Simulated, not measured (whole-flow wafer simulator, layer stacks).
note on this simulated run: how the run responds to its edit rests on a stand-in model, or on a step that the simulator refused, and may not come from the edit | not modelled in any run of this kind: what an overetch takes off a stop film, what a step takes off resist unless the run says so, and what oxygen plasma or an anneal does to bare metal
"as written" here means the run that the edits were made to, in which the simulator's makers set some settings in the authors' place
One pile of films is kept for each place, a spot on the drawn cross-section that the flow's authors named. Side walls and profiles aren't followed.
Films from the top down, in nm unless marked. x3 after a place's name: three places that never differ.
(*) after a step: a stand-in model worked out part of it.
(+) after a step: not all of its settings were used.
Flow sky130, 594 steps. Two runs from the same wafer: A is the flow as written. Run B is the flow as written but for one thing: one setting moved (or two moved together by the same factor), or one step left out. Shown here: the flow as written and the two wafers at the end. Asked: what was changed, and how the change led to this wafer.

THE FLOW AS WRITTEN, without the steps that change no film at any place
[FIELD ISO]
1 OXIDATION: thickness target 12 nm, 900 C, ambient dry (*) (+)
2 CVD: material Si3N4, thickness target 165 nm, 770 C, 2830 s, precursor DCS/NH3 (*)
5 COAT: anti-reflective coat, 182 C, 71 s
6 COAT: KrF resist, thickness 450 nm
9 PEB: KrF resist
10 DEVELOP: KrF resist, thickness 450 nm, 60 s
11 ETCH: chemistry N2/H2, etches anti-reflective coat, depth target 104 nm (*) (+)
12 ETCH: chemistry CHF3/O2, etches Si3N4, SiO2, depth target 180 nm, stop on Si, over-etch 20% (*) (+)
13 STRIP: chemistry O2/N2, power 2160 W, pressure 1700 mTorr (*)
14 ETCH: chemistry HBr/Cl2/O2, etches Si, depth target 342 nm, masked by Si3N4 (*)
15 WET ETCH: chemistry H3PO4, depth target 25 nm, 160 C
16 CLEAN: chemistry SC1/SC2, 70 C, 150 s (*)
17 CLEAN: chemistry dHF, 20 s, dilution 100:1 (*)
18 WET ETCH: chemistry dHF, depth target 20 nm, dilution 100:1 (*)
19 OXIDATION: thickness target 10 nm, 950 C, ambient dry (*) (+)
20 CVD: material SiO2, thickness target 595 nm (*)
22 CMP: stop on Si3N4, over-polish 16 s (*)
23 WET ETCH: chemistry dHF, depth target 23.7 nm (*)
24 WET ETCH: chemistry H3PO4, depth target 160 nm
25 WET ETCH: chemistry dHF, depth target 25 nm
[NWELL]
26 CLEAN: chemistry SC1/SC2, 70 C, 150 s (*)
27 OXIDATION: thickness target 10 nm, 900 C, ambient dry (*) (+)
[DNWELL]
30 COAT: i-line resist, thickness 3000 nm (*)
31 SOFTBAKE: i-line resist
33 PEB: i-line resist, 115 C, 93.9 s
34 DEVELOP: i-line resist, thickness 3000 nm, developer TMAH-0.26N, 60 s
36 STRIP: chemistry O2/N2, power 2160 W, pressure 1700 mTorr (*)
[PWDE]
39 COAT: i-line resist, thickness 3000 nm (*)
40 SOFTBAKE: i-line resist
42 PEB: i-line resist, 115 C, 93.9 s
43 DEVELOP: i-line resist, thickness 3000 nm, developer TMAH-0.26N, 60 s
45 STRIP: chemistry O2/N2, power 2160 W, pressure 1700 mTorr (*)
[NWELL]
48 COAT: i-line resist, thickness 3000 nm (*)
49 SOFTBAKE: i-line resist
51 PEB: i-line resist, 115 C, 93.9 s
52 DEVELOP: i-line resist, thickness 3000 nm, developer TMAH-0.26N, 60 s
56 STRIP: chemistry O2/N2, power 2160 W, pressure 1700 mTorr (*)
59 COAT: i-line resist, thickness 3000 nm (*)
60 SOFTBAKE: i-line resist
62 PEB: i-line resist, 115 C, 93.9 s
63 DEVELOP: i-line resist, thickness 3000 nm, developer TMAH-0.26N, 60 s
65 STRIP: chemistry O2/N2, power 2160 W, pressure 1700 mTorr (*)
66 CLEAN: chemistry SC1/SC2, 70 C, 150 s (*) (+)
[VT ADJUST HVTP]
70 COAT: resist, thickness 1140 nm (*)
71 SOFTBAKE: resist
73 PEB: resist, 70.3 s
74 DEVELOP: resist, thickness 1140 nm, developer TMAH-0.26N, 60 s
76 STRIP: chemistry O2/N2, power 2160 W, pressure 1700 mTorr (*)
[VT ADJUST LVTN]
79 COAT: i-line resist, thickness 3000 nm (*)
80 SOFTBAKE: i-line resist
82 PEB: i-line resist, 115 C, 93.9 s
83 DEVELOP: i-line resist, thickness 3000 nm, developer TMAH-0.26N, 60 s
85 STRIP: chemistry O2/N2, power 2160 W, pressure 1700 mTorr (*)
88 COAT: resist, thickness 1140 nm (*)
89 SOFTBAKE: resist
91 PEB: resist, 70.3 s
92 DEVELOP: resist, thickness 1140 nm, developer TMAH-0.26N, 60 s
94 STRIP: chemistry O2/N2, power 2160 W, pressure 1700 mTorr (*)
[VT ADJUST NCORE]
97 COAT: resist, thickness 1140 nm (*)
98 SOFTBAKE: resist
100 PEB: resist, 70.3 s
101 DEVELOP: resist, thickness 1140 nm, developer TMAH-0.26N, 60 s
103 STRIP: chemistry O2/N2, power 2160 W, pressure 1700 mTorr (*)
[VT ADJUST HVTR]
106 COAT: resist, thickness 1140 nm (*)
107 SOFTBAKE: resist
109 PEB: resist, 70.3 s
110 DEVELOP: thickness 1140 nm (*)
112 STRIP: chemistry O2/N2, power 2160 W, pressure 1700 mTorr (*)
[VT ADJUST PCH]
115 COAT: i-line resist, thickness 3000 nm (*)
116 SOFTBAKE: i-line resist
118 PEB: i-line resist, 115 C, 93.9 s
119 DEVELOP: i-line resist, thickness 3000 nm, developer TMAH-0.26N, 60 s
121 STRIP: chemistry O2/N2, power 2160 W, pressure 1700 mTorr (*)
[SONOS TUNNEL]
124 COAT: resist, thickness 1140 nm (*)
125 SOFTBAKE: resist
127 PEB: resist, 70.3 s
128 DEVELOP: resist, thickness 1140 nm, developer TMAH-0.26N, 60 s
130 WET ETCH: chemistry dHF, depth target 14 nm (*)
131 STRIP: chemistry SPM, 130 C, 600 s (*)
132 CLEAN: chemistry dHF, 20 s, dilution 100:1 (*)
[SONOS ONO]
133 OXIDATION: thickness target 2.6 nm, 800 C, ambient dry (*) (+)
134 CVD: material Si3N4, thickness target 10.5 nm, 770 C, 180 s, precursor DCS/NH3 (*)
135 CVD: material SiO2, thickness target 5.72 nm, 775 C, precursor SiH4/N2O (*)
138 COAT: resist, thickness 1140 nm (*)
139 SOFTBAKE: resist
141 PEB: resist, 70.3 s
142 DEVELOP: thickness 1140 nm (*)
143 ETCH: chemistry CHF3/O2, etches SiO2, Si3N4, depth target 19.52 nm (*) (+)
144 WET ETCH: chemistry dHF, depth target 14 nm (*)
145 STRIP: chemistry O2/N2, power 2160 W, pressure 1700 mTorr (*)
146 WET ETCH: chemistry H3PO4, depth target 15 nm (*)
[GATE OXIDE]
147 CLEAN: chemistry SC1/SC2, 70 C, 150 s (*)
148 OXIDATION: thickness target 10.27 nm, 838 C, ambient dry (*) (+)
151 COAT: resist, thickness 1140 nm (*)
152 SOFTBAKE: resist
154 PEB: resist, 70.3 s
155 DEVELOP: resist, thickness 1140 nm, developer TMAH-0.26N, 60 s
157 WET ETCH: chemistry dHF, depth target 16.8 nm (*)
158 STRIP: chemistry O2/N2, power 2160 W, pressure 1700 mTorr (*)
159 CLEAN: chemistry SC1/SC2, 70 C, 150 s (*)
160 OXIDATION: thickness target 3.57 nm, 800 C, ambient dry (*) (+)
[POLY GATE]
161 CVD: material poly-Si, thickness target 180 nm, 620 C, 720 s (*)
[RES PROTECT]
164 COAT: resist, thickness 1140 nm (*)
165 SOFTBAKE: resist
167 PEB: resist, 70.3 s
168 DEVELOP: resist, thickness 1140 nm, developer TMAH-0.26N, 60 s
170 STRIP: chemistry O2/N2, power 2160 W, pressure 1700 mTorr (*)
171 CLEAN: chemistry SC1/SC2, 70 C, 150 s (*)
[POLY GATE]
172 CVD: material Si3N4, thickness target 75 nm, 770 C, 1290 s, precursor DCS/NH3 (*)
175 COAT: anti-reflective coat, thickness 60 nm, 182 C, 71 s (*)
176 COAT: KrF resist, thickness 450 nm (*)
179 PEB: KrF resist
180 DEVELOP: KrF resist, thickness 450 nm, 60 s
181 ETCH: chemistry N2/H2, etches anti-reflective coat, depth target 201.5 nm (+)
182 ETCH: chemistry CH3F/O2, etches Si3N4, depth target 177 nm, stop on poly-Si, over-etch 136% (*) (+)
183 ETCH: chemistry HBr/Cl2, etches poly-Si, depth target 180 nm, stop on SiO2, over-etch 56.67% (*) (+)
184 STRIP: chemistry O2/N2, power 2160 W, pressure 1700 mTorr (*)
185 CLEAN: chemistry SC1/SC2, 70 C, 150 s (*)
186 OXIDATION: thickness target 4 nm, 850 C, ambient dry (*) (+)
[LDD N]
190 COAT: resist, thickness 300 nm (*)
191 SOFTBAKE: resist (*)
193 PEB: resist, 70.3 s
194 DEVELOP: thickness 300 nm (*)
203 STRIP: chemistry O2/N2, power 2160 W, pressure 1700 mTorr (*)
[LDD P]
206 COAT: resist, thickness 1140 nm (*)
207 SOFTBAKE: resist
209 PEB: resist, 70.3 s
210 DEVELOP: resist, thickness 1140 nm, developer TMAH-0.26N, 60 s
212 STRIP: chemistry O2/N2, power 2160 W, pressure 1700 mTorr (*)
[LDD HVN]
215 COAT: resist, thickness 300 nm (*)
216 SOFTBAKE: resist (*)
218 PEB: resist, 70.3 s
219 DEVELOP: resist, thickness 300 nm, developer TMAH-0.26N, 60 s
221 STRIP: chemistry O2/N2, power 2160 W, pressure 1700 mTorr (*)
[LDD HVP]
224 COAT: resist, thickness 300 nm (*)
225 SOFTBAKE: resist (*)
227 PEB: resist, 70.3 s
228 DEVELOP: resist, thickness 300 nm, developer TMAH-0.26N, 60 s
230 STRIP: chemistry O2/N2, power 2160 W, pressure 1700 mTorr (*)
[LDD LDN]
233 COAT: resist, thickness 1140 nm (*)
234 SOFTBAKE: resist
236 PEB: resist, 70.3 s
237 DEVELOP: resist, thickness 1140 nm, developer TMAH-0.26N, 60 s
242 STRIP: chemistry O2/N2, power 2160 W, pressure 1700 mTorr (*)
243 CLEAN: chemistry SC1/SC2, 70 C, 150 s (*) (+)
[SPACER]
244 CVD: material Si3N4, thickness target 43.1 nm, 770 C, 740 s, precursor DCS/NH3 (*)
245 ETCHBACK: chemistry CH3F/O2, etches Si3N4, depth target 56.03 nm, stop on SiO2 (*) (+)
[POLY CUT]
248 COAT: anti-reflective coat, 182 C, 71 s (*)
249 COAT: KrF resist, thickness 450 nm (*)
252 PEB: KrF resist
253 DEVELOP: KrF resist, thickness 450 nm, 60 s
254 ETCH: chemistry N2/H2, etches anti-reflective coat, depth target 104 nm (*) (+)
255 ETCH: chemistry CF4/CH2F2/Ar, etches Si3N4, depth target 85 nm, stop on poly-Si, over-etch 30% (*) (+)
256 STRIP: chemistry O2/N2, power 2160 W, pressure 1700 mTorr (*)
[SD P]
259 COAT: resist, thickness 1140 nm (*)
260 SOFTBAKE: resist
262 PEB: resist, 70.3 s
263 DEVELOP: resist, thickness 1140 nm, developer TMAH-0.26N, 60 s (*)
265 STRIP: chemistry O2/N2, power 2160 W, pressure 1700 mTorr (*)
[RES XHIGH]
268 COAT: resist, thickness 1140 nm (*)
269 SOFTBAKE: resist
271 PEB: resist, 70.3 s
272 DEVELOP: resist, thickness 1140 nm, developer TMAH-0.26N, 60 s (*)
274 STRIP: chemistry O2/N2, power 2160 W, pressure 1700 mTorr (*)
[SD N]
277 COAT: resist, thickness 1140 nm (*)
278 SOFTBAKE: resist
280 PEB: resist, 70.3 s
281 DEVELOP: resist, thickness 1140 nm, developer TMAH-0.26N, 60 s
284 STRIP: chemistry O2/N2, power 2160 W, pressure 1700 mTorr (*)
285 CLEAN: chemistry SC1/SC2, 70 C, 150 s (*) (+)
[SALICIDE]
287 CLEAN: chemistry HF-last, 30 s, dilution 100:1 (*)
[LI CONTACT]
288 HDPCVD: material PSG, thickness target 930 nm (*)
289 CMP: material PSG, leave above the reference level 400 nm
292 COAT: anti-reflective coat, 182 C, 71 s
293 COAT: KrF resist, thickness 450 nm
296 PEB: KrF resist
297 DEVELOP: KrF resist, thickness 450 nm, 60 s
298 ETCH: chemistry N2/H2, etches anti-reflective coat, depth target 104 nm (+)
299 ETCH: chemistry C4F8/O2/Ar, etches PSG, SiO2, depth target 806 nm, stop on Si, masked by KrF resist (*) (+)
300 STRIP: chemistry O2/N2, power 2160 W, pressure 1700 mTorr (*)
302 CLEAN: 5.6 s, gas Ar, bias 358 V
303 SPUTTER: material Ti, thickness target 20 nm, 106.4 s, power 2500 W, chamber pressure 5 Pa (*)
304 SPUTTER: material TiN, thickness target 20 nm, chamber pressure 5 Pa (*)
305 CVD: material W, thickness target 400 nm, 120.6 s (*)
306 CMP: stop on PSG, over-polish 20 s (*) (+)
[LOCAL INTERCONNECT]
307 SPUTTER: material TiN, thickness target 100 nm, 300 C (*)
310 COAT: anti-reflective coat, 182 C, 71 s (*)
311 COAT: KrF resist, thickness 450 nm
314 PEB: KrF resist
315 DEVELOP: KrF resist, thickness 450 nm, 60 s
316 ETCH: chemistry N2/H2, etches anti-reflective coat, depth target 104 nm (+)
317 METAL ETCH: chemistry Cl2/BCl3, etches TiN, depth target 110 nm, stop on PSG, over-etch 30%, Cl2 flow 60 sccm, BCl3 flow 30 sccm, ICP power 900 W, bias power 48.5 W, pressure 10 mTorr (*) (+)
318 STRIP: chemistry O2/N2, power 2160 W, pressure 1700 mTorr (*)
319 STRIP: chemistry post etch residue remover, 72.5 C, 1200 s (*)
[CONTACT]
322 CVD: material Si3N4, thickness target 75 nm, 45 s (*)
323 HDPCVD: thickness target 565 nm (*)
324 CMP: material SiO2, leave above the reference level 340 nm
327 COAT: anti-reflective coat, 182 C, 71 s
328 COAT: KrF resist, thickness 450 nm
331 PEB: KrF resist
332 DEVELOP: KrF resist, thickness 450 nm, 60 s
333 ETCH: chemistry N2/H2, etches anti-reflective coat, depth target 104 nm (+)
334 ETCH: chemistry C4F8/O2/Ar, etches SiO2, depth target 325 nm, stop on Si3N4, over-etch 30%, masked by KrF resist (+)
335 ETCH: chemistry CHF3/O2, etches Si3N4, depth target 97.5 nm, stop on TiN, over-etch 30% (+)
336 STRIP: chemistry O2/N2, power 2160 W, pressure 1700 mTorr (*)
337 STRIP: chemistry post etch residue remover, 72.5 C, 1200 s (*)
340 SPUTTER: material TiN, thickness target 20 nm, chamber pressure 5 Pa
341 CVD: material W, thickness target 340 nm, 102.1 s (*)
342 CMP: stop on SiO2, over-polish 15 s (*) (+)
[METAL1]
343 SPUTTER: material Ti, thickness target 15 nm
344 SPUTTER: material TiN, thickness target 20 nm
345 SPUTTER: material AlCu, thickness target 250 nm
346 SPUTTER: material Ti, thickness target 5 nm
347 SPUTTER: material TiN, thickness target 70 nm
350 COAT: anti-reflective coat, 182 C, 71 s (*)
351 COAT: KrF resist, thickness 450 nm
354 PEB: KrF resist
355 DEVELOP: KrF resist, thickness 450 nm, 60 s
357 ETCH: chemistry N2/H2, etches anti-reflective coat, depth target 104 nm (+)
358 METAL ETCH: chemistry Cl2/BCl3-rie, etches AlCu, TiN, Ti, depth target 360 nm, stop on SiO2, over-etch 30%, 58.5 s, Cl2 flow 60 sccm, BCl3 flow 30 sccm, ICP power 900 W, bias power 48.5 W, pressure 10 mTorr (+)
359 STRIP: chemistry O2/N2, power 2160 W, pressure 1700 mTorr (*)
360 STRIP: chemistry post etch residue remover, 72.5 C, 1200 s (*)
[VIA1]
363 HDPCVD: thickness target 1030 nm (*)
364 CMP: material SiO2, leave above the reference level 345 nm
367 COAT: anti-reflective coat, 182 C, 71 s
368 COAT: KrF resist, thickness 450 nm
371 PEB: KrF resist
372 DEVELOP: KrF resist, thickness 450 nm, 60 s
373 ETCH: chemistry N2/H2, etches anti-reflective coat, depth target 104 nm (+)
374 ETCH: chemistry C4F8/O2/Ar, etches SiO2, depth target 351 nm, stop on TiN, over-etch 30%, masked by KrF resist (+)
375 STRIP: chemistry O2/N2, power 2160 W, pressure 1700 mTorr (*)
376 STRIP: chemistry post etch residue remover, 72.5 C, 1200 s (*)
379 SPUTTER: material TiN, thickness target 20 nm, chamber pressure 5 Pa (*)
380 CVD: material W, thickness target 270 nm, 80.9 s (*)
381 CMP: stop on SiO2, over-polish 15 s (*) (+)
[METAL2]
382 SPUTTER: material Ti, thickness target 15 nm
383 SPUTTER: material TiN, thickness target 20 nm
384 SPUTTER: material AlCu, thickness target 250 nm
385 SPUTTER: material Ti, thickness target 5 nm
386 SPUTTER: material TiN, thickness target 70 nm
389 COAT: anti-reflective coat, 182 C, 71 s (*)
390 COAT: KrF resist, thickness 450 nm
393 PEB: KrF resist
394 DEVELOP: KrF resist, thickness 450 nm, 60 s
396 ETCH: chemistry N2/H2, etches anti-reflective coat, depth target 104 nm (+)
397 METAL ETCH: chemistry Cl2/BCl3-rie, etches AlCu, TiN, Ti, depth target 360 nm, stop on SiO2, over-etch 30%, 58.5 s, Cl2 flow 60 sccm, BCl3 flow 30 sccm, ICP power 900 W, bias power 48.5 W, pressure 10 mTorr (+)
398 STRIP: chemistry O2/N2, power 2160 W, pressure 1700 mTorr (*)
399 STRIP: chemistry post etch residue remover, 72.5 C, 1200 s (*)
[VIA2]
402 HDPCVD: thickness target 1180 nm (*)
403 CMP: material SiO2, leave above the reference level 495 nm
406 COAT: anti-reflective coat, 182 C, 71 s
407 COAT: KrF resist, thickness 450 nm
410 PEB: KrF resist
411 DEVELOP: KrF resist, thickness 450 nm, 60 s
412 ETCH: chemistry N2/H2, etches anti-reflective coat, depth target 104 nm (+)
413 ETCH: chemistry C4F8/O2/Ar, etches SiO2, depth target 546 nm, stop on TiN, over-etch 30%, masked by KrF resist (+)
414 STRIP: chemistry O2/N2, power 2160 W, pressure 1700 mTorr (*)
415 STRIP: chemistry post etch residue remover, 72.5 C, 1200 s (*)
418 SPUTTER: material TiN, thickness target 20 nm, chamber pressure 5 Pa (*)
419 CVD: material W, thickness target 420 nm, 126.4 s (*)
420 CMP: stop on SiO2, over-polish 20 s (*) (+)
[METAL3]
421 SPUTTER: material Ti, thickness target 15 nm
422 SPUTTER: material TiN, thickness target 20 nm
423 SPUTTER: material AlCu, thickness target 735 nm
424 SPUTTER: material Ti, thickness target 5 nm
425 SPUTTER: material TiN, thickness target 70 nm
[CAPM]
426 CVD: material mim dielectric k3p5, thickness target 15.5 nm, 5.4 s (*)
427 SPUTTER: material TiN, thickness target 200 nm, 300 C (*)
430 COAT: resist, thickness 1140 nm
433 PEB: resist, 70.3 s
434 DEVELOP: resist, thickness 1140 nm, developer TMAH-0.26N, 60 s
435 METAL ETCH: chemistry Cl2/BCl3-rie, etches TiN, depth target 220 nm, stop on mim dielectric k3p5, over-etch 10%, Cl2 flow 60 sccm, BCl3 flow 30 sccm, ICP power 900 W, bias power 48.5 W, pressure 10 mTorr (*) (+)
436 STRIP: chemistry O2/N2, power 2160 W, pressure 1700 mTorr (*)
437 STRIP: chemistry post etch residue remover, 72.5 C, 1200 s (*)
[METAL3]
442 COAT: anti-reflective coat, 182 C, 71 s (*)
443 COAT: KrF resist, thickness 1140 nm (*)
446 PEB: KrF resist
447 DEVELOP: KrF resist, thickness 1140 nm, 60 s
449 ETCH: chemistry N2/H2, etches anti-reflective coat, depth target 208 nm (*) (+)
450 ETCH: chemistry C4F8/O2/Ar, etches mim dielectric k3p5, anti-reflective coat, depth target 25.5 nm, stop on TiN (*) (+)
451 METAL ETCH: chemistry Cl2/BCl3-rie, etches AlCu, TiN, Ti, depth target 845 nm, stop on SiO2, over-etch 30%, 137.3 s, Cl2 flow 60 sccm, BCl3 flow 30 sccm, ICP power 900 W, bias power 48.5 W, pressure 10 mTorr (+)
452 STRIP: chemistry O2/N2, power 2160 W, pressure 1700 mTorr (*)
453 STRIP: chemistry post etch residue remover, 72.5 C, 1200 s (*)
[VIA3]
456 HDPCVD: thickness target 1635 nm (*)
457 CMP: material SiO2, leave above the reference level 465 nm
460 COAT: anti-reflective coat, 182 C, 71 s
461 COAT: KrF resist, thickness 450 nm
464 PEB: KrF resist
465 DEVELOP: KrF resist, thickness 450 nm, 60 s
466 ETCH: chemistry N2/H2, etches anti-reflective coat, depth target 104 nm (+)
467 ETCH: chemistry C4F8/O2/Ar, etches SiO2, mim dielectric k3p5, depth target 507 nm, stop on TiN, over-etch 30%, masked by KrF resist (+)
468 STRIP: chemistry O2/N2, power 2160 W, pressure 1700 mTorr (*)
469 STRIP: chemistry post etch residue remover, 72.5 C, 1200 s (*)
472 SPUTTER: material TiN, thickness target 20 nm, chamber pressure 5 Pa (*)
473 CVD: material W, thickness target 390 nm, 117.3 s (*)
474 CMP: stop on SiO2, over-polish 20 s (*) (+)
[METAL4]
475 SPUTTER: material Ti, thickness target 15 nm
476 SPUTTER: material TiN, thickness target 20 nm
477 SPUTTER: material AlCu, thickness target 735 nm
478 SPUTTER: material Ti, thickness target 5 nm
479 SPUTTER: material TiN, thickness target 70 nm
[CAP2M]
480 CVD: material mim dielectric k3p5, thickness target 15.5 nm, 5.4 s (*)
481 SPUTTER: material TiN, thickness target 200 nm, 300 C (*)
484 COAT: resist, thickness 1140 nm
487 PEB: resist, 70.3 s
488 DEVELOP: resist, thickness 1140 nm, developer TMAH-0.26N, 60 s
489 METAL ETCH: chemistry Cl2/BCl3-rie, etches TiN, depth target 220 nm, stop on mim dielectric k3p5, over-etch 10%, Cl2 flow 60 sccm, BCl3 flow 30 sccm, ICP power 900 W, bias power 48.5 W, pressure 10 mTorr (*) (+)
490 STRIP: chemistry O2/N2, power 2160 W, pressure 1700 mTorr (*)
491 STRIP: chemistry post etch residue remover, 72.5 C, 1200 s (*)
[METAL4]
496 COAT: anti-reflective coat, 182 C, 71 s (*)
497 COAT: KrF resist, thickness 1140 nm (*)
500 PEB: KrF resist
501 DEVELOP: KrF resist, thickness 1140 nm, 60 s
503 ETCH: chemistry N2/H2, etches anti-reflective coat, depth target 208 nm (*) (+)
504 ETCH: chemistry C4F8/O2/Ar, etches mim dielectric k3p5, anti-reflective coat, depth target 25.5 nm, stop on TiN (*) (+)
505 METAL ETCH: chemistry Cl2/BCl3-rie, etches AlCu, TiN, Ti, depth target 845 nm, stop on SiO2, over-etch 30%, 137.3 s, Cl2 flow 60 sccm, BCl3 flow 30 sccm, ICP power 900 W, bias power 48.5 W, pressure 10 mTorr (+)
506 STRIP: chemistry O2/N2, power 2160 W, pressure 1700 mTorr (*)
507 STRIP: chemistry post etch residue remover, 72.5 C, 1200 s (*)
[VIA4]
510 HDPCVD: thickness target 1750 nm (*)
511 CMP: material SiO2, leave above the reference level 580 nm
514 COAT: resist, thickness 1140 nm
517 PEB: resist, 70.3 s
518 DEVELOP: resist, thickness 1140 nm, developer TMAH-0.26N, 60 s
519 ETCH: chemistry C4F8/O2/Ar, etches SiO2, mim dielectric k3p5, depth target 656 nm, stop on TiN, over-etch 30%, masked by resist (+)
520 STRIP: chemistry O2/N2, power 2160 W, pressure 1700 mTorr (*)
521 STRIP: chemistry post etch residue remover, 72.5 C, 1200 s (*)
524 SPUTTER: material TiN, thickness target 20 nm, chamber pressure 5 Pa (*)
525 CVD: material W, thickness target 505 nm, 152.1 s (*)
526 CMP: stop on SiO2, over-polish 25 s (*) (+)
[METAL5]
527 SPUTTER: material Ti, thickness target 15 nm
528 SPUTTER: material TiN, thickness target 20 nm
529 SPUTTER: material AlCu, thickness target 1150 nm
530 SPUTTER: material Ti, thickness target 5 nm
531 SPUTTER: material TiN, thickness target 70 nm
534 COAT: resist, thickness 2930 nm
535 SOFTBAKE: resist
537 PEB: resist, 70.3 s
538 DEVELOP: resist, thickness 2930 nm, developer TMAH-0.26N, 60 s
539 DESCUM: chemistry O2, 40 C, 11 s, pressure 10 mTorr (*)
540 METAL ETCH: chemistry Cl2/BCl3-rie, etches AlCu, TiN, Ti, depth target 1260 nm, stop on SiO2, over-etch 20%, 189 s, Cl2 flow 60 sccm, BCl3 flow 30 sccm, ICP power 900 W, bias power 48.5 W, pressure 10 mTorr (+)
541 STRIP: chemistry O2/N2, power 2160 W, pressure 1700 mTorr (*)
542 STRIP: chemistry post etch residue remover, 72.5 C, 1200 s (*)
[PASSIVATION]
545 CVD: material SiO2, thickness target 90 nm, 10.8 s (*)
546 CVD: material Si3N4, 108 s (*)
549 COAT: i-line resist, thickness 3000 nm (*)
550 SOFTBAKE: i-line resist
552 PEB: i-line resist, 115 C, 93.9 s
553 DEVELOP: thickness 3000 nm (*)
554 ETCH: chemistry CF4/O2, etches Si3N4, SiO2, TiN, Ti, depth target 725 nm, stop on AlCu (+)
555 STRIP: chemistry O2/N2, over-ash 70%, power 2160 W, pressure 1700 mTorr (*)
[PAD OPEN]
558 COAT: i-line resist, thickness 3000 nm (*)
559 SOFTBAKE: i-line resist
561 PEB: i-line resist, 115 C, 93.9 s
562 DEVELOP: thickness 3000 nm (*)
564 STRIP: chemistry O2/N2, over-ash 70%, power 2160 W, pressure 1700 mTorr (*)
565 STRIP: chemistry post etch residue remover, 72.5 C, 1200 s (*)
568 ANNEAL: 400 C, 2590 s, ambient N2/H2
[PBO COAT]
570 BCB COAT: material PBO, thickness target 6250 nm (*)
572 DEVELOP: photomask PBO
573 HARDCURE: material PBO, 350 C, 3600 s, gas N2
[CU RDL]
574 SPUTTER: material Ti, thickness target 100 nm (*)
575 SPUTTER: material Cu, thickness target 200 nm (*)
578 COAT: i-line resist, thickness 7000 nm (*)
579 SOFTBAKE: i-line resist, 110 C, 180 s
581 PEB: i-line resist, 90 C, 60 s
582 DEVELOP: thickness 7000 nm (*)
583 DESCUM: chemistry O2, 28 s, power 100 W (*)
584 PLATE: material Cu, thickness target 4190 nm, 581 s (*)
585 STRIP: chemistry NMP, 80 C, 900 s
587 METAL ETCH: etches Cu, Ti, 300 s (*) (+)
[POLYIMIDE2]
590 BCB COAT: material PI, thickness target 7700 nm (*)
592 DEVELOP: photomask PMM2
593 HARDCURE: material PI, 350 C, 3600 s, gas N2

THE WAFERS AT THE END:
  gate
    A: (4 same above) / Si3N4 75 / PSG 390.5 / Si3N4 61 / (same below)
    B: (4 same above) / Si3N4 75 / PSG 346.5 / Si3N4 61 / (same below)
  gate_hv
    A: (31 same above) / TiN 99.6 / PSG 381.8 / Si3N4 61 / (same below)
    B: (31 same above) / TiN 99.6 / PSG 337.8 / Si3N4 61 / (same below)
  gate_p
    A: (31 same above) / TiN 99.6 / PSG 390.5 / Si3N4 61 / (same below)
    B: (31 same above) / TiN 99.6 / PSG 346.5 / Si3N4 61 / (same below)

The cause: step 289, CMP: leave above the reference level 356 nm was run, where the flow has leave above the reference level 400 nm.

How the change led to this, step by step:
  289 CMP: material PSG, leave above the reference level 400 nm
      gate, spacer, gate_p and 34 more: A PSG -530 | B PSG -574
      mim, vpp_sp, vpp_ln and 30 more: A PSG -333.9 | B PSG -377.9
      (and at 122 more places)
  299 ETCH: chemistry C4F8/O2/Ar, etches PSG, SiO2, depth target 806 nm, stop on Si, masked by KrF resist (*) (+)
      contact, ndiff_licon, ndiff_licon_cpp: A PSG -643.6 (all of it), SiO2 -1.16 (all of it) | B PSG -599.6 (all of it), SiO2 -1.16 (all of it)
      poly_licon, rpo_hd_licon: A PSG -411.7 (all of it) | B PSG -367.7 (all of it)
  303 SPUTTER: material Ti, thickness target 20 nm, 106.4 s, power 2500 W, chamber pressure 5 Pa (*)
      ndiff_licon: A Ti +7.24 (new film) | B Ti +7.78 (new film)
      rpo_hd_licon: A Ti +10.3 (new film) | B Ti +11 (new film)
  304 SPUTTER: material TiN, thickness target 20 nm, chamber pressure 5 Pa (*)
      ndiff_licon: A TiN +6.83 (new film) | B TiN +7.36 (new film)
      rpo_hd_licon: A TiN +9.89 (new film) | B TiN +10.6 (new film)
  305 CVD: material W, thickness target 400 nm, 120.6 s (*)
      ndiff_licon: A W +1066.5 (new film) | B W +1021.5 (new film)
      ndiff_licon_cpp: A W +1067.9 (new film) | B W +1023 (new film)
      (and at 1 more place)
  306 CMP: stop on PSG, over-polish 20 s (*) (+)
      poly_licon: A W -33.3 | B W -77.3
